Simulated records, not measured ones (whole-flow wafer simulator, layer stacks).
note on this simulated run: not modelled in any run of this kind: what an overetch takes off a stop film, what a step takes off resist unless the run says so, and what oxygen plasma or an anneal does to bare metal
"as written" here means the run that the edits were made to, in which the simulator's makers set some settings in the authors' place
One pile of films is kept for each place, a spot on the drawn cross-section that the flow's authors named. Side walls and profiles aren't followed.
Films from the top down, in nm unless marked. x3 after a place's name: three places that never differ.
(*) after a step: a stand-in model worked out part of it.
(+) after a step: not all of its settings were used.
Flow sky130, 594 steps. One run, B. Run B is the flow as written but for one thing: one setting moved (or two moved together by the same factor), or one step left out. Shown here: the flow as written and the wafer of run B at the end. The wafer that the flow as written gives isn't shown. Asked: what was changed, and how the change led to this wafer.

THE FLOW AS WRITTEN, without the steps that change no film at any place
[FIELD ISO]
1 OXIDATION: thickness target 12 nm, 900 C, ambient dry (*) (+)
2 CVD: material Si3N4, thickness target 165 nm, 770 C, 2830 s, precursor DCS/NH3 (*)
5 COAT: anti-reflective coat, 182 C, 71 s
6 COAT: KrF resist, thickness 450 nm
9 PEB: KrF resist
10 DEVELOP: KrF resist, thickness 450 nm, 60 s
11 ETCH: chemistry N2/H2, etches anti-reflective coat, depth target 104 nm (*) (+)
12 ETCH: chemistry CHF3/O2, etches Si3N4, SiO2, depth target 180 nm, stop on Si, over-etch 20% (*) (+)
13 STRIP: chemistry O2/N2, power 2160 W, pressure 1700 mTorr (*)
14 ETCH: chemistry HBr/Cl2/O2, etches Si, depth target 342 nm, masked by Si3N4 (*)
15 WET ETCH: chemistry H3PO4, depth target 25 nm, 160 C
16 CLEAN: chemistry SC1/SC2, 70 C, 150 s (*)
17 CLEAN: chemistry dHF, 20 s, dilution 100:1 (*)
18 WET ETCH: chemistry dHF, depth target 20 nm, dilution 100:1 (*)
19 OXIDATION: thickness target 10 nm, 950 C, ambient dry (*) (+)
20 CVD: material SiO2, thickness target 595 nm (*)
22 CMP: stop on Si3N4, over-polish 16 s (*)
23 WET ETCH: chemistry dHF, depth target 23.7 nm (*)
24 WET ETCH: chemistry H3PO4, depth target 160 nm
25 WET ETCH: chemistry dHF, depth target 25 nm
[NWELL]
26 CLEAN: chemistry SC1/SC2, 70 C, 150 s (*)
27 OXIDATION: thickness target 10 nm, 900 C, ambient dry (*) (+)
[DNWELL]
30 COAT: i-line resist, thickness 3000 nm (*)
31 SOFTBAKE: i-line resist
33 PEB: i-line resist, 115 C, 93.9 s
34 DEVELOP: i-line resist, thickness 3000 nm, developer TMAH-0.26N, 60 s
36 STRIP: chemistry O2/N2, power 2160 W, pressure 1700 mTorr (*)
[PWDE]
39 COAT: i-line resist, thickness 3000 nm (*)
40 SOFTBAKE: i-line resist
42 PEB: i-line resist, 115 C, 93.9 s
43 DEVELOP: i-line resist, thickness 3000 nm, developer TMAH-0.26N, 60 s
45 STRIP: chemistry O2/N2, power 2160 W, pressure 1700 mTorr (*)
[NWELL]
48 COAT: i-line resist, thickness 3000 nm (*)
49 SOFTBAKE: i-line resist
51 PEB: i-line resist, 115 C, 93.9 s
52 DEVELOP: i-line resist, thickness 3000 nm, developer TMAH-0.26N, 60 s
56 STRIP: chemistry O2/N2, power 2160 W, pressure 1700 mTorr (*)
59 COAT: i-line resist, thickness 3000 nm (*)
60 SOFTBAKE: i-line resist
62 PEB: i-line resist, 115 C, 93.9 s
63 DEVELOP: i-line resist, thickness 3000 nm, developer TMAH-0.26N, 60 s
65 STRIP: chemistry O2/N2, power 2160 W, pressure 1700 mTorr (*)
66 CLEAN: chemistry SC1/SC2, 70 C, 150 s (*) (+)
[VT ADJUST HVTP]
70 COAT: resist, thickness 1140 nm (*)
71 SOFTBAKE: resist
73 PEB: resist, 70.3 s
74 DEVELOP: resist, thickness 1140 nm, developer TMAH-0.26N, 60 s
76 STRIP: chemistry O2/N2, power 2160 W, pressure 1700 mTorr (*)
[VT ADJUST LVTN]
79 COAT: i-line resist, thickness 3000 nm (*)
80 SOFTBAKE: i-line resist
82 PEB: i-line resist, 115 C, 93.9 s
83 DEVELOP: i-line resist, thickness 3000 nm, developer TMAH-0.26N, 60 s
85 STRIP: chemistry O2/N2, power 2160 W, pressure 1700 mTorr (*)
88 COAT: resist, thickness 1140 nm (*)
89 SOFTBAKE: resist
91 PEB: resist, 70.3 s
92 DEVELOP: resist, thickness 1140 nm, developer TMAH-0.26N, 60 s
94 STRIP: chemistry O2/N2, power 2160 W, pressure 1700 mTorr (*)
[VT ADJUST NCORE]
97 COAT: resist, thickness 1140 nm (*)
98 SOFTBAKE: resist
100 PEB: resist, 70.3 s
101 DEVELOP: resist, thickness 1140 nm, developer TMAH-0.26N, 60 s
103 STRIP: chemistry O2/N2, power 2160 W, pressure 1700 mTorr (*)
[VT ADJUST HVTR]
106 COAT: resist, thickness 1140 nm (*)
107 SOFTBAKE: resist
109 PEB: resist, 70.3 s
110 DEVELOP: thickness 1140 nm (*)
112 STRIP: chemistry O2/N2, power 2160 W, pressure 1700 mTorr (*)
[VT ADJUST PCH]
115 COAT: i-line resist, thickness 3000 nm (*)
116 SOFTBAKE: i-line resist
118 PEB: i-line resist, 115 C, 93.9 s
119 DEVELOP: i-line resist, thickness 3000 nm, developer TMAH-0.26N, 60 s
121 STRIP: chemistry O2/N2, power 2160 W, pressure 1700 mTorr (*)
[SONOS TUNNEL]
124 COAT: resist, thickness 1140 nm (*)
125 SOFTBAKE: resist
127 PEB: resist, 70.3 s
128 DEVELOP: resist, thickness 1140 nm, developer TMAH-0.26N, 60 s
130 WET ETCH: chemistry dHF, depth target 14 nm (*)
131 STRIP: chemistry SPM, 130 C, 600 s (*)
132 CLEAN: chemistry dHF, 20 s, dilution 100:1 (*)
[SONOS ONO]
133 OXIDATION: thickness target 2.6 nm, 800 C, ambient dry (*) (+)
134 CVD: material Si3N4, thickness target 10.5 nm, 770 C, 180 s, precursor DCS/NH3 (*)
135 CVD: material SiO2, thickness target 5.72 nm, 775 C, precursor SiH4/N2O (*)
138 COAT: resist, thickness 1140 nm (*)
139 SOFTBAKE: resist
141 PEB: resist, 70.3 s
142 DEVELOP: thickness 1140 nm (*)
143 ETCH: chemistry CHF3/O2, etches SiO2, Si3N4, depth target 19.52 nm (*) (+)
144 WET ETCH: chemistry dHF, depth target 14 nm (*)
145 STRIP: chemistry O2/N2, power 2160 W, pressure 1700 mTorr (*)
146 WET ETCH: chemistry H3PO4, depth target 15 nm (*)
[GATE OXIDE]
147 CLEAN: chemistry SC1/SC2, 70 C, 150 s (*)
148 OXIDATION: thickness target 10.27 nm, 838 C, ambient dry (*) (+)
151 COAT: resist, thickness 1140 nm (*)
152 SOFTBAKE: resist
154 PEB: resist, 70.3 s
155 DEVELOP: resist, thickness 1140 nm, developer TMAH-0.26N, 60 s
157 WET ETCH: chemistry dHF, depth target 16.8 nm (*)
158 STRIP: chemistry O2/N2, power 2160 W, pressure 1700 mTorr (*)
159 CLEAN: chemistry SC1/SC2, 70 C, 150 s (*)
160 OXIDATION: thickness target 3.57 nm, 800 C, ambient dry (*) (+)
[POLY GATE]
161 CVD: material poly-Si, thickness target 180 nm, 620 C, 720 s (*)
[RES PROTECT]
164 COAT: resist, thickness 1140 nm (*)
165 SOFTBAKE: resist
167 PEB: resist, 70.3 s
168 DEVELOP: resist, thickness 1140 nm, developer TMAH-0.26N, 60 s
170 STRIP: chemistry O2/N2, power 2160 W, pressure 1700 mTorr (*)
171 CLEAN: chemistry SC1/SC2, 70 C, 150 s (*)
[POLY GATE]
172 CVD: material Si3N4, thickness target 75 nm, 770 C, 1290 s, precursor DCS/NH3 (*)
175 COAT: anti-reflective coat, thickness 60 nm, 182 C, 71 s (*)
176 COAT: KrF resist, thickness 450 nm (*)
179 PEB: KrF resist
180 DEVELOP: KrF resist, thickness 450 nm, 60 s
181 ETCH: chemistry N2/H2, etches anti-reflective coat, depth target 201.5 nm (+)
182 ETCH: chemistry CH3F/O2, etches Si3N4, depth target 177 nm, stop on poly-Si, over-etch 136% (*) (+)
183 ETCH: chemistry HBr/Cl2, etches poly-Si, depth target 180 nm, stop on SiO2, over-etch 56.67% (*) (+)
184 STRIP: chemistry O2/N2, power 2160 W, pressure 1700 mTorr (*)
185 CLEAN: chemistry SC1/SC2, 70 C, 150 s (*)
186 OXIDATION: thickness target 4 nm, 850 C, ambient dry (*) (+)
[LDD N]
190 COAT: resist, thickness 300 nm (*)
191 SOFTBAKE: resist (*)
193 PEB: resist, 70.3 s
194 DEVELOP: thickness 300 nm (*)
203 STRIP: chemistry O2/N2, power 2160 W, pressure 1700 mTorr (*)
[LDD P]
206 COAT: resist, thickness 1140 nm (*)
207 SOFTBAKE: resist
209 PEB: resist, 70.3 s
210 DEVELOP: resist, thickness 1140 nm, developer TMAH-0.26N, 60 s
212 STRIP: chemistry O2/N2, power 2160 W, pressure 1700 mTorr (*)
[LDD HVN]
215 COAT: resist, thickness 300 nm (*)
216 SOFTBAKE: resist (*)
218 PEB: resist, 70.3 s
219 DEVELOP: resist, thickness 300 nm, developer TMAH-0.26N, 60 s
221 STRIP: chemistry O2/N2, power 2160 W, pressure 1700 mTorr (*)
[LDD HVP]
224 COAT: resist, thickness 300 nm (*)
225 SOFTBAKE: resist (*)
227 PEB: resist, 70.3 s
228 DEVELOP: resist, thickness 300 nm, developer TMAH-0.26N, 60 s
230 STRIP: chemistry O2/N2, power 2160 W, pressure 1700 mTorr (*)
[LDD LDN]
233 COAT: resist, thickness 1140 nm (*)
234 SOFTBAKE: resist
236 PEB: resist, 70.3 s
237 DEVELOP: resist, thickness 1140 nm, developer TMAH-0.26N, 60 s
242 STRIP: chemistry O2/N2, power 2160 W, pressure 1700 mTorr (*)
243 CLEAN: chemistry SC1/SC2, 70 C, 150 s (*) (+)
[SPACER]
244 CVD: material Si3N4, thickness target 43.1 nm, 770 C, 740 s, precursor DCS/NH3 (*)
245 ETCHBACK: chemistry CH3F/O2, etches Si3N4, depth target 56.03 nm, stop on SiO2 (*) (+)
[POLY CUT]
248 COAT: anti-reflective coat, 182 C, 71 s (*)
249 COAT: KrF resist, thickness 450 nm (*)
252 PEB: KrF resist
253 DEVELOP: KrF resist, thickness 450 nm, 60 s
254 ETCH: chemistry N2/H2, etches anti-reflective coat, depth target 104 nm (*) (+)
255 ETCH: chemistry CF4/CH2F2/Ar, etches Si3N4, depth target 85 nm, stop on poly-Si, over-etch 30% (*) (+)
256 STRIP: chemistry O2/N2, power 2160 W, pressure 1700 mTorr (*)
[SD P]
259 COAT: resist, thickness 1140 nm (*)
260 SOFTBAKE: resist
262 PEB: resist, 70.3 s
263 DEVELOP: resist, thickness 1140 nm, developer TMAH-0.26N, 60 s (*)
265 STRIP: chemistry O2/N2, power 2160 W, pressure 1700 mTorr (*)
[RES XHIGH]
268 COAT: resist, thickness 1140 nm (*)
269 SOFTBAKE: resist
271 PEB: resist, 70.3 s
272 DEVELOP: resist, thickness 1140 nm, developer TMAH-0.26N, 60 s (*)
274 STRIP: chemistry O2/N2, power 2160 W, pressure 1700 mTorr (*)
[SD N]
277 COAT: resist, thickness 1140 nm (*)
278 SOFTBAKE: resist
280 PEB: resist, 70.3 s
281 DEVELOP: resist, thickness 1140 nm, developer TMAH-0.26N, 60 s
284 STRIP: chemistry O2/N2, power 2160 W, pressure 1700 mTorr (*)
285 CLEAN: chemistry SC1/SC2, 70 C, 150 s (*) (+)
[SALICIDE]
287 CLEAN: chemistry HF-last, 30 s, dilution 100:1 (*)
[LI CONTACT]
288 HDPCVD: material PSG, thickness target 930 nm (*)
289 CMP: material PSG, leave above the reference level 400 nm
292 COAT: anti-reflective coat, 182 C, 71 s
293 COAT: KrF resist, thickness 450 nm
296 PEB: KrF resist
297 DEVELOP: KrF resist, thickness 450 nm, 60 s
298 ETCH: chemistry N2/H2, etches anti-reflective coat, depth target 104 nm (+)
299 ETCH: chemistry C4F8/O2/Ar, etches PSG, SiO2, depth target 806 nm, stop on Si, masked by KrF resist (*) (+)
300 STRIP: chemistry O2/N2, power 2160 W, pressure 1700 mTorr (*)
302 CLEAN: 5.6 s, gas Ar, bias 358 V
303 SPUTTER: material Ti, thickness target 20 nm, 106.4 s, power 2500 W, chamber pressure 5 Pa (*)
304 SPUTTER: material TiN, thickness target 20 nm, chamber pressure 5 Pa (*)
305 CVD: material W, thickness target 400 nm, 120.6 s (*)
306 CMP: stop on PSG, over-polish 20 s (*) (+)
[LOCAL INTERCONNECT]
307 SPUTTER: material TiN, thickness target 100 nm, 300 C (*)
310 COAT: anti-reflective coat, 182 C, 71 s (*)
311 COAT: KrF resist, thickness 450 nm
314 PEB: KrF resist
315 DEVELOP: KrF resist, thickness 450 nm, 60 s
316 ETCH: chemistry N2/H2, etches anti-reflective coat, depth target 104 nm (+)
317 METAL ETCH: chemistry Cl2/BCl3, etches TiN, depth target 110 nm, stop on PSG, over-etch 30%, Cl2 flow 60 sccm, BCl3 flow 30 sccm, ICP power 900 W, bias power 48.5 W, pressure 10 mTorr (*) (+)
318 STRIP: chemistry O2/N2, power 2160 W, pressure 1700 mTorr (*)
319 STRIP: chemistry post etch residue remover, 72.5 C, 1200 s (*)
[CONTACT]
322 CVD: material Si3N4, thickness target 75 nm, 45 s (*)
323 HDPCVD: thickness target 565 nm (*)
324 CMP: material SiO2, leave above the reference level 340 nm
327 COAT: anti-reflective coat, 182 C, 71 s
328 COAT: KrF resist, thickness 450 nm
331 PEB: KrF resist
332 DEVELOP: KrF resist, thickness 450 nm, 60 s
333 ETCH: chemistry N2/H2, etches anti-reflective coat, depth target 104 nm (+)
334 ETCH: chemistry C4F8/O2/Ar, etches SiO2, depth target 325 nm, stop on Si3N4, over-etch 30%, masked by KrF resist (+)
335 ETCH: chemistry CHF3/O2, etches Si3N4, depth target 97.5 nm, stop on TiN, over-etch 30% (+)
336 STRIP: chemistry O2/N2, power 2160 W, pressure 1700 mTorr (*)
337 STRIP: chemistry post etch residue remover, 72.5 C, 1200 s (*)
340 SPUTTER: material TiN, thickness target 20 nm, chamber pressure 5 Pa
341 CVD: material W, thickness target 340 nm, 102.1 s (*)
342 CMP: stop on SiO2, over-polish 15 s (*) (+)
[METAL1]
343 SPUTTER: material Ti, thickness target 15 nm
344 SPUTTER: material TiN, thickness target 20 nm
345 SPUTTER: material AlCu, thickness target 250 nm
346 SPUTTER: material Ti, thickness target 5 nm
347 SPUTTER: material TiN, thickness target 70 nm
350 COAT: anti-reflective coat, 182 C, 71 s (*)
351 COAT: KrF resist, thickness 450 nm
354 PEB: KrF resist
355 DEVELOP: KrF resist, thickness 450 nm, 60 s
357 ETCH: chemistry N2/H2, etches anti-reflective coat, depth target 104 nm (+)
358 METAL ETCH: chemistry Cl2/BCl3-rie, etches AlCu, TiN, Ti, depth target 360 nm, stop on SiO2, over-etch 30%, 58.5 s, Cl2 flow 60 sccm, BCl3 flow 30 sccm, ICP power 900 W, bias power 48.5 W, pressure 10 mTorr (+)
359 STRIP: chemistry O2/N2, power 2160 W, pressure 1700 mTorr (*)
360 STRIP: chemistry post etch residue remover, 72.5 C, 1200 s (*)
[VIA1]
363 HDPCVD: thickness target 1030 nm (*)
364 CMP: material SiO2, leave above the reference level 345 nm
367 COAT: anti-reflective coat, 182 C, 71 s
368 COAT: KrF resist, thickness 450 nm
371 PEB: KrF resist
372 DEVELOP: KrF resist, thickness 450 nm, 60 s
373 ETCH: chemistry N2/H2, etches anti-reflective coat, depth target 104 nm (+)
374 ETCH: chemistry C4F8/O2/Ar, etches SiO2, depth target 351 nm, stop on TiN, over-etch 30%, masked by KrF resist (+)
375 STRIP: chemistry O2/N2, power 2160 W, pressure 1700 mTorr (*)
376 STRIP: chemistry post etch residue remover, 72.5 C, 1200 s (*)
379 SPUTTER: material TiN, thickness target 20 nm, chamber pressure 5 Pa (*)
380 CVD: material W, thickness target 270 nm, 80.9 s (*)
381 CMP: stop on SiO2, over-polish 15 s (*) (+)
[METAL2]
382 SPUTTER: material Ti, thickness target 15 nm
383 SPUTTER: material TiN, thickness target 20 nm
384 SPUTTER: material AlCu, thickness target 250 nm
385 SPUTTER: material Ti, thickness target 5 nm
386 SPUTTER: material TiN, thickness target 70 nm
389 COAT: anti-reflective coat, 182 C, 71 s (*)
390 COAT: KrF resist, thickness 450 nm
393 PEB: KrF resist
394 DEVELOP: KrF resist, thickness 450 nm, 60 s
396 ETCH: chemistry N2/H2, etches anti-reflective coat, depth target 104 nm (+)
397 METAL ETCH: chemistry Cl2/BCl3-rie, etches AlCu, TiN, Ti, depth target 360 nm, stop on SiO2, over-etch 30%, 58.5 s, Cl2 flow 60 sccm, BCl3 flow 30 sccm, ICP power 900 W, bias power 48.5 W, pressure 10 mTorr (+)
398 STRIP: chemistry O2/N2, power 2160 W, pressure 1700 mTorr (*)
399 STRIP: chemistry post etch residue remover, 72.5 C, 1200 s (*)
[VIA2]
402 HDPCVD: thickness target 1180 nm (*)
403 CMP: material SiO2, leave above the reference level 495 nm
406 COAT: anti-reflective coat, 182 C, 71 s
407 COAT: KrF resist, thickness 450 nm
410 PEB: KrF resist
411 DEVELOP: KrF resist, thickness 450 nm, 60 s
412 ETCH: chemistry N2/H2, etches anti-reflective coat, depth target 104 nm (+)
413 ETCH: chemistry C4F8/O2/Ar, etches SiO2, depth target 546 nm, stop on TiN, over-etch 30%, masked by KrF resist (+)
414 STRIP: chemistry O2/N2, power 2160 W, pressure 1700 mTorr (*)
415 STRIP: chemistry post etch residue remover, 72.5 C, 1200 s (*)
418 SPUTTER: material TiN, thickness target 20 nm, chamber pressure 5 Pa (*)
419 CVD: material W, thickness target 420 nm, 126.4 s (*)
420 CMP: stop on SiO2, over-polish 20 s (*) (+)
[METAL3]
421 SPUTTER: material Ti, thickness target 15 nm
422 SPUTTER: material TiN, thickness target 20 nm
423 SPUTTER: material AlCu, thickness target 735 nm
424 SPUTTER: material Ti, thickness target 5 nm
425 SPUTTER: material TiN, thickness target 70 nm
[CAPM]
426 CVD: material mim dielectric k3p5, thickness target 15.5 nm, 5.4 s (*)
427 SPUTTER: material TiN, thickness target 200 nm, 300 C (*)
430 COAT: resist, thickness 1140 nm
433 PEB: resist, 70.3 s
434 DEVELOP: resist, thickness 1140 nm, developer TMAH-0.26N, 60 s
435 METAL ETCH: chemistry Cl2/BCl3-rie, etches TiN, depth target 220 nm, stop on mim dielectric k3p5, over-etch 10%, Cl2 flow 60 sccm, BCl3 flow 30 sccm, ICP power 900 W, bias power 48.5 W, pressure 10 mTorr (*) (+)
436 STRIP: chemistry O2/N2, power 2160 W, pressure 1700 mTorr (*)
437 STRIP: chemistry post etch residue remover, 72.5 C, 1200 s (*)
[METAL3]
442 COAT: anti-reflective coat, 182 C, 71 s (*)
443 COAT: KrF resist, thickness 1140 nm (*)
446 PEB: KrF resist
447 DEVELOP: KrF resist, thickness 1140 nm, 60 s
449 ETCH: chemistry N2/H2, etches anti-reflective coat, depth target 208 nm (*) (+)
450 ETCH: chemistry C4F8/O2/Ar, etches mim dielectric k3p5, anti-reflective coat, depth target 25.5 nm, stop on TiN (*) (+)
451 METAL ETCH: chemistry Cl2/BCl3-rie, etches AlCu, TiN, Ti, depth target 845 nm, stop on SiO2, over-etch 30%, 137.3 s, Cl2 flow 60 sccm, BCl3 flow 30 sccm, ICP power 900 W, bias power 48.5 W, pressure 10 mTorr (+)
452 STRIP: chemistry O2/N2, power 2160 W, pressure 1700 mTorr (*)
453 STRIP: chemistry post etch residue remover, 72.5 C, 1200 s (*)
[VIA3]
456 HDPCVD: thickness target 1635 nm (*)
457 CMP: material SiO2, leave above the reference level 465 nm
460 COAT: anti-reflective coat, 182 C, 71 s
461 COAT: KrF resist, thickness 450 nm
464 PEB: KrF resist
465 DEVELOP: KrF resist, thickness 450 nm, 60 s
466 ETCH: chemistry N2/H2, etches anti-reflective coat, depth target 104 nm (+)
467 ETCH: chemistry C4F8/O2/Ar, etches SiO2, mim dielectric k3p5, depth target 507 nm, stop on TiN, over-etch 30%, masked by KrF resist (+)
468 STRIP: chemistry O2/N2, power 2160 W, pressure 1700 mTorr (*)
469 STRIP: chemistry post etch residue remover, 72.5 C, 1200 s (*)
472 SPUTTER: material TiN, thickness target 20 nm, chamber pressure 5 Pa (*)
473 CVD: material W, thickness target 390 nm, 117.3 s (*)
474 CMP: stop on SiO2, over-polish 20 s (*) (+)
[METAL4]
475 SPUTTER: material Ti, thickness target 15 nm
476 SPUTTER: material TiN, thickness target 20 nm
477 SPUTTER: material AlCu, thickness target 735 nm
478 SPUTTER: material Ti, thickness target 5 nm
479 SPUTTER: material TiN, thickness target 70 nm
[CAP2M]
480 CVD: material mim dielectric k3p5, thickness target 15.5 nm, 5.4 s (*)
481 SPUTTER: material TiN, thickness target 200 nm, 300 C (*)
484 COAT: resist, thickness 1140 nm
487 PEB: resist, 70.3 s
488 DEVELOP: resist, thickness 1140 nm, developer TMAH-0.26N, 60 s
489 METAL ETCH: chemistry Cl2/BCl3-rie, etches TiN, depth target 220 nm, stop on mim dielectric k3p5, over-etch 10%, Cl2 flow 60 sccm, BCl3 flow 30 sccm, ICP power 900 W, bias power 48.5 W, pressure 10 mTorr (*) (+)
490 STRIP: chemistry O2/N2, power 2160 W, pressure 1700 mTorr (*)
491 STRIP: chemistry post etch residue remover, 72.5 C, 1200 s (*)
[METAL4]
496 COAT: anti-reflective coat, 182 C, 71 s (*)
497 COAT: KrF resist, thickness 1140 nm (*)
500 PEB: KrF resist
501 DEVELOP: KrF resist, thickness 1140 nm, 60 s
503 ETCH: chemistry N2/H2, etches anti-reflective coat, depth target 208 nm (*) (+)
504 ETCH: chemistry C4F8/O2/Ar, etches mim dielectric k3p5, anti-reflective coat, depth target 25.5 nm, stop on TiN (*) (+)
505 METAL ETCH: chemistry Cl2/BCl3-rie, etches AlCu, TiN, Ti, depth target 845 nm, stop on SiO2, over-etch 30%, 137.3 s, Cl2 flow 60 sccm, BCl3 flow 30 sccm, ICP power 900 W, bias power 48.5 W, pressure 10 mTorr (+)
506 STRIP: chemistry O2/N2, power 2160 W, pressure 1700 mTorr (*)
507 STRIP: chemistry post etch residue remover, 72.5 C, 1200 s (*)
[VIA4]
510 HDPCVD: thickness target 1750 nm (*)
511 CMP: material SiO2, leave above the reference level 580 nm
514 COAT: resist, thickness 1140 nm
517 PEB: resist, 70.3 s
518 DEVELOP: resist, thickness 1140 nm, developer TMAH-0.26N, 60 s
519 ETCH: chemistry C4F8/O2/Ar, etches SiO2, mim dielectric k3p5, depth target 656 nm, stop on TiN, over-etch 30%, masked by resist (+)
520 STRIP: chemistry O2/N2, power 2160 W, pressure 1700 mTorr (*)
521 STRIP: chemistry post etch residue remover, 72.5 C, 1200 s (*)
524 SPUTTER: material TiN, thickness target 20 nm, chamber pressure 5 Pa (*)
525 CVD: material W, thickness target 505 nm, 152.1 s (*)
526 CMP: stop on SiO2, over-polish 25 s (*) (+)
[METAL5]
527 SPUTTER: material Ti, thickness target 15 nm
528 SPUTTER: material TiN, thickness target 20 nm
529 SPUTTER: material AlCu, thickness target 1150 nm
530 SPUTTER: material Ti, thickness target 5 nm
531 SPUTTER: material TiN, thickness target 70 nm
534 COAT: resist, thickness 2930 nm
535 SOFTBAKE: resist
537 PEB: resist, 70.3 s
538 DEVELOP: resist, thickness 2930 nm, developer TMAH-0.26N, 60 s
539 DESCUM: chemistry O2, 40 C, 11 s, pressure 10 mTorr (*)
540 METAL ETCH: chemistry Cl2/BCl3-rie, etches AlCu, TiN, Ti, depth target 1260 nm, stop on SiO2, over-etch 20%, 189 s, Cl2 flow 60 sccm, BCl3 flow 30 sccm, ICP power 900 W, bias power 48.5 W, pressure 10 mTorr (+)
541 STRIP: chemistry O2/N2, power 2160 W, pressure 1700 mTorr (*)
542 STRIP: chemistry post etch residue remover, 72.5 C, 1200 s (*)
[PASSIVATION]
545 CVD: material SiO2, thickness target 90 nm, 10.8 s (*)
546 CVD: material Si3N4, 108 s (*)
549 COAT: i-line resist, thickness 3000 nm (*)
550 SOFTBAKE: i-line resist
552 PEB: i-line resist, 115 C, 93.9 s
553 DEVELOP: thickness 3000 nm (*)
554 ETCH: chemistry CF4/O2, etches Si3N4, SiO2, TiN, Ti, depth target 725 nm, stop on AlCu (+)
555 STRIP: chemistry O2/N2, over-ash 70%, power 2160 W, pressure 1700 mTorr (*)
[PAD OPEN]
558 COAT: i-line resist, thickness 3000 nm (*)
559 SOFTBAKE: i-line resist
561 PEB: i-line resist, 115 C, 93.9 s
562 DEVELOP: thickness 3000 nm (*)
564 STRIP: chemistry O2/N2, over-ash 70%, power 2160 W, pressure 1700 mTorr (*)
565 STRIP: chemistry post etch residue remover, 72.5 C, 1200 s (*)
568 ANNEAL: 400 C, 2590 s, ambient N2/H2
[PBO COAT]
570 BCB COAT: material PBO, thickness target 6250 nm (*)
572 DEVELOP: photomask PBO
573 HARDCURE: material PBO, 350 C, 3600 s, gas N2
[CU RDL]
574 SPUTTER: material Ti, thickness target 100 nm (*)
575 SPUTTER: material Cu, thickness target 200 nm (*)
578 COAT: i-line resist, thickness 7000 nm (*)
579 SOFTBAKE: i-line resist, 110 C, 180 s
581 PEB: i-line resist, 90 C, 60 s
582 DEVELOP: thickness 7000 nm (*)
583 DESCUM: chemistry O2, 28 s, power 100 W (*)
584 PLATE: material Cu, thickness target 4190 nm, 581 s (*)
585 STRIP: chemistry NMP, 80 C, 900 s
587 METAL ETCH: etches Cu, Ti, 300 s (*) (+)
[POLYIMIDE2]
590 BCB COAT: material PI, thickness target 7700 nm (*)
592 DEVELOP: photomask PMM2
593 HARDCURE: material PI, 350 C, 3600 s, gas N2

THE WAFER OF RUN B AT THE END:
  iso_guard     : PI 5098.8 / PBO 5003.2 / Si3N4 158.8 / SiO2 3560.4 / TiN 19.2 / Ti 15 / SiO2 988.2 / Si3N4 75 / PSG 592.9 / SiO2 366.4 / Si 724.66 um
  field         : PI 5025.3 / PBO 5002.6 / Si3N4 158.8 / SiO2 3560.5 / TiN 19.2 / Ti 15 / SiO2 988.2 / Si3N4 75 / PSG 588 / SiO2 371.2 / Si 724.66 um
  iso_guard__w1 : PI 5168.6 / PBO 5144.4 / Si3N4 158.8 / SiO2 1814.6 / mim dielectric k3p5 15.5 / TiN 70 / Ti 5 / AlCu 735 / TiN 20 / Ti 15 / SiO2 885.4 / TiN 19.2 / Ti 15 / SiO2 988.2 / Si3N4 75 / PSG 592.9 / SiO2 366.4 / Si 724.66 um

The cause: step 384, SPUTTER: thickness target 394 nm was run, where the flow has thickness target 250 nm.

How the change led to this, step by step:
  384 SPUTTER: material AlCu, thickness target 250 nm
      field, active, n_well and 188 more: AlCu +394 (new film) (as written it would be: AlCu +250 (new film))
  397 METAL ETCH: chemistry Cl2/BCl3-rie, etches AlCu, TiN, Ti, depth target 360 nm, stop on SiO2, over-etch 30%, 58.5 s, Cl2 flow 60 sccm, BCl3 flow 30 sccm, ICP power 900 W, bias power 48.5 W, pressure 10 mTorr (+)
      iso_guard, vpp_sp, vpp_guard and 75 more: TiN -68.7 (all of it), Ti -5 (all of it), AlCu -394 (all of it), TiN -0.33 (as written it would be: TiN -68.7 (all of it), Ti -5 (all of it), AlCu -250 (all of it), TiN -20 (all of it), Ti -15 (all of it), SiO2 -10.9)
      field, active, gate, spacer, sonos_cell, sonos_guard, sonos_guard_hv: TiN -68.7 (all of it), Ti -5 (all of it), AlCu -394 (all of it), TiN -0.34 (as written it would be: TiN -68.7 (all of it), Ti -5 (all of it), AlCu -250 (all of it), TiN -20 (all of it), Ti -15 (all of it), SiO2 -10.9)
  402 HDPCVD: thickness target 1180 nm (*)
      field, active, gate and 82 more: SiO2 +1180 (new film) (as written it would be: SiO2 +1180)
  403 CMP: material SiO2, leave above the reference level 495 nm
      field, active, gate and 82 more: SiO2 -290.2 (as written it would be: SiO2 -389.1)
Counting metal films that touch as one body, iso_guard has 1 body; the flow as written gives 0 bodies.
Counting metal films that touch as one body, field has 1 body; the flow as written gives 0 bodies.
Counting metal films that touch as one body, iso_guard__w1 has 2 bodies (between them, from the top down: SiO2 885.4); the flow as written gives 1 body.
